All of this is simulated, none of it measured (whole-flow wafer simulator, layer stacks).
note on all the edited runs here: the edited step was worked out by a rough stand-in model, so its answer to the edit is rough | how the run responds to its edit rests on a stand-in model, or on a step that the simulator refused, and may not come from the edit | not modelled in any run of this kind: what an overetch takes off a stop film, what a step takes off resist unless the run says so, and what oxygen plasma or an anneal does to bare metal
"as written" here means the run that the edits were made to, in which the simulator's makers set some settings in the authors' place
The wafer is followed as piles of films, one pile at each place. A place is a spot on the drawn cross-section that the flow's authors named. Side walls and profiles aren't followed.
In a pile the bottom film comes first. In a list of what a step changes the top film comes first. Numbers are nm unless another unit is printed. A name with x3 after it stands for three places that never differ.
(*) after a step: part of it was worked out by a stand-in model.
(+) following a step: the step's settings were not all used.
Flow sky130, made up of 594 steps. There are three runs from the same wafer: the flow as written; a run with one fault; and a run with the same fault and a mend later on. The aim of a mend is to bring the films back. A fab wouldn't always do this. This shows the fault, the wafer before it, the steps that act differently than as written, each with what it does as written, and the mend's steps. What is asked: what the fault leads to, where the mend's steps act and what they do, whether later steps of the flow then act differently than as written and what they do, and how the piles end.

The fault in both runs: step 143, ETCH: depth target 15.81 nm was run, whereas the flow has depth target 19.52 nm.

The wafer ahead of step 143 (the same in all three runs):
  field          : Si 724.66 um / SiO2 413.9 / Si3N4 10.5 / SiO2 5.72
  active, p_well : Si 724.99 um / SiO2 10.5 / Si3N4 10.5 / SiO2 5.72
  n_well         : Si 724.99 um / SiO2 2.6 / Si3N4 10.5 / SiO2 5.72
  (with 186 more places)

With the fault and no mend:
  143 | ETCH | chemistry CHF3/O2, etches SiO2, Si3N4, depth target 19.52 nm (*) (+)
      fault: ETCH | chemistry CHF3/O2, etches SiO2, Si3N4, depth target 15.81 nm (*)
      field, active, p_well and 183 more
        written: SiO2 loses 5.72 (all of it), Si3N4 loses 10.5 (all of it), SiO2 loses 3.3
        fault: SiO2 loses 5.72 (all of it), Si3N4 loses 10.1
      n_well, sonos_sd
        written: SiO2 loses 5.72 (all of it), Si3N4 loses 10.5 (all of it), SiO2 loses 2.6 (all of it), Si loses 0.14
        fault: SiO2 loses 5.72 (all of it), Si3N4 loses 10.1
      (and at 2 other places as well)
  Steps further on in the flow that do not act as written (60 more steps, not shown, differ only slightly: by at most 2% or 0.5 nm, whichever is larger):
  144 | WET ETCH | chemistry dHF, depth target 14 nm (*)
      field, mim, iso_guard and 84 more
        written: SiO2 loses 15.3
        fault: Si3N4 loses 0.41 (all of it), SiO2 loses 11.7
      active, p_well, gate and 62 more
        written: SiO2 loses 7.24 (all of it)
        fault: Si3N4 loses 0.41 (all of it), SiO2 loses 10.5 (all of it)
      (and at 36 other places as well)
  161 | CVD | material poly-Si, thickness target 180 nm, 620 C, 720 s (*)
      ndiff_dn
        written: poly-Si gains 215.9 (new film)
        fault: poly-Si gains 222.8 (new film)
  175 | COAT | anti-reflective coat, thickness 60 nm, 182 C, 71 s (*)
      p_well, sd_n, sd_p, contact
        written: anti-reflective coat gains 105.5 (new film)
        fault: anti-reflective coat gains 112 (new film)
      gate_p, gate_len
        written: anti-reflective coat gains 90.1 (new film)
        fault: anti-reflective coat gains 94.9 (new film)
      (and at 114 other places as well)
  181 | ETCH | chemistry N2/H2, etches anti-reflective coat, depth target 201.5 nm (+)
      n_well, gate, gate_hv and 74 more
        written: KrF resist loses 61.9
        fault: KrF resist loses 65.6
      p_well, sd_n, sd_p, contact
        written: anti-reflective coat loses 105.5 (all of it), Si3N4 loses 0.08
        fault: anti-reflective coat loses 112 (all of it), Si3N4 loses 0.08
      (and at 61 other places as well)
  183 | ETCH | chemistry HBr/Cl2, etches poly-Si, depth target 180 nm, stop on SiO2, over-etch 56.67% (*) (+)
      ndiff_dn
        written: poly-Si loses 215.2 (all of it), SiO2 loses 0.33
        fault: poly-Si loses 222.1 (all of it), SiO2 loses 0.3
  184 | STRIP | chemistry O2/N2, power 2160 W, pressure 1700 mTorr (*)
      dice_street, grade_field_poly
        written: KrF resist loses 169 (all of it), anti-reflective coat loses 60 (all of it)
        fault: KrF resist loses 165.4 (all of it), anti-reflective coat loses 60 (all of it)
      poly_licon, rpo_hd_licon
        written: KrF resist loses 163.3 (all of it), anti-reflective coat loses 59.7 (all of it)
        fault: KrF resist loses 159.1 (all of it), anti-reflective coat loses 59.8 (all of it)
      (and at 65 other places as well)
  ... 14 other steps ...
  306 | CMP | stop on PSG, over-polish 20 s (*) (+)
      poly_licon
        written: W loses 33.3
        fault: W loses 40.2
  At drift_dnw_fp, poly_ln, wcut_fox_pw and 14 more, the piles at the end differ from the flow's by more than 2% or 0.5 nm, whichever is larger.
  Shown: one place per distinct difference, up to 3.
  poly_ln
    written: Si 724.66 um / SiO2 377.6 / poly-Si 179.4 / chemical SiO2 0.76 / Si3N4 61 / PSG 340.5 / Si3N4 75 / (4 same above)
    fault: Si 724.66 um / SiO2 384.5 / poly-Si 179.4 / chemical SiO2 0.76 / Si3N4 61 / PSG 333.6 / Si3N4 75 / (4 same above)
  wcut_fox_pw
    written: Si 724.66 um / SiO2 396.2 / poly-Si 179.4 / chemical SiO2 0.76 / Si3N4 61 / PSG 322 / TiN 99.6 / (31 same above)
    fault: Si 724.66 um / SiO2 403 / poly-Si 179.4 / chemical SiO2 0.76 / Si3N4 61 / PSG 315.1 / TiN 99.6 / (31 same above)
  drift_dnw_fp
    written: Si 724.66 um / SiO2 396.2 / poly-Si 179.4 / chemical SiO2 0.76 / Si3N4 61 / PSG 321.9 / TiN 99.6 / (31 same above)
    fault: Si 724.66 um / SiO2 403 / poly-Si 179.4 / chemical SiO2 0.76 / Si3N4 61 / PSG 315.1 / TiN 99.6 / (31 same above)

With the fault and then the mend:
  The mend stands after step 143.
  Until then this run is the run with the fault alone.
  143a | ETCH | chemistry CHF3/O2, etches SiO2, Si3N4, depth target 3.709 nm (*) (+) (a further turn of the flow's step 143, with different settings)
      field, active, p_well and 183 more
        Si3N4 loses 0.41 (all of it), SiO2 loses 3.3
      n_well, sonos_sd
        Si3N4 loses 0.41 (all of it), SiO2 loses 2.6 (all of it), Si loses 0.14
      sonos_cell, sonos_cell_x
        resist loses 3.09
  Every later step of the flow that is run acts as written, at every place that is followed, to within 2% or 0.5 nm, whichever is larger.
  The piles end the same as the flow's at every place that both follow.
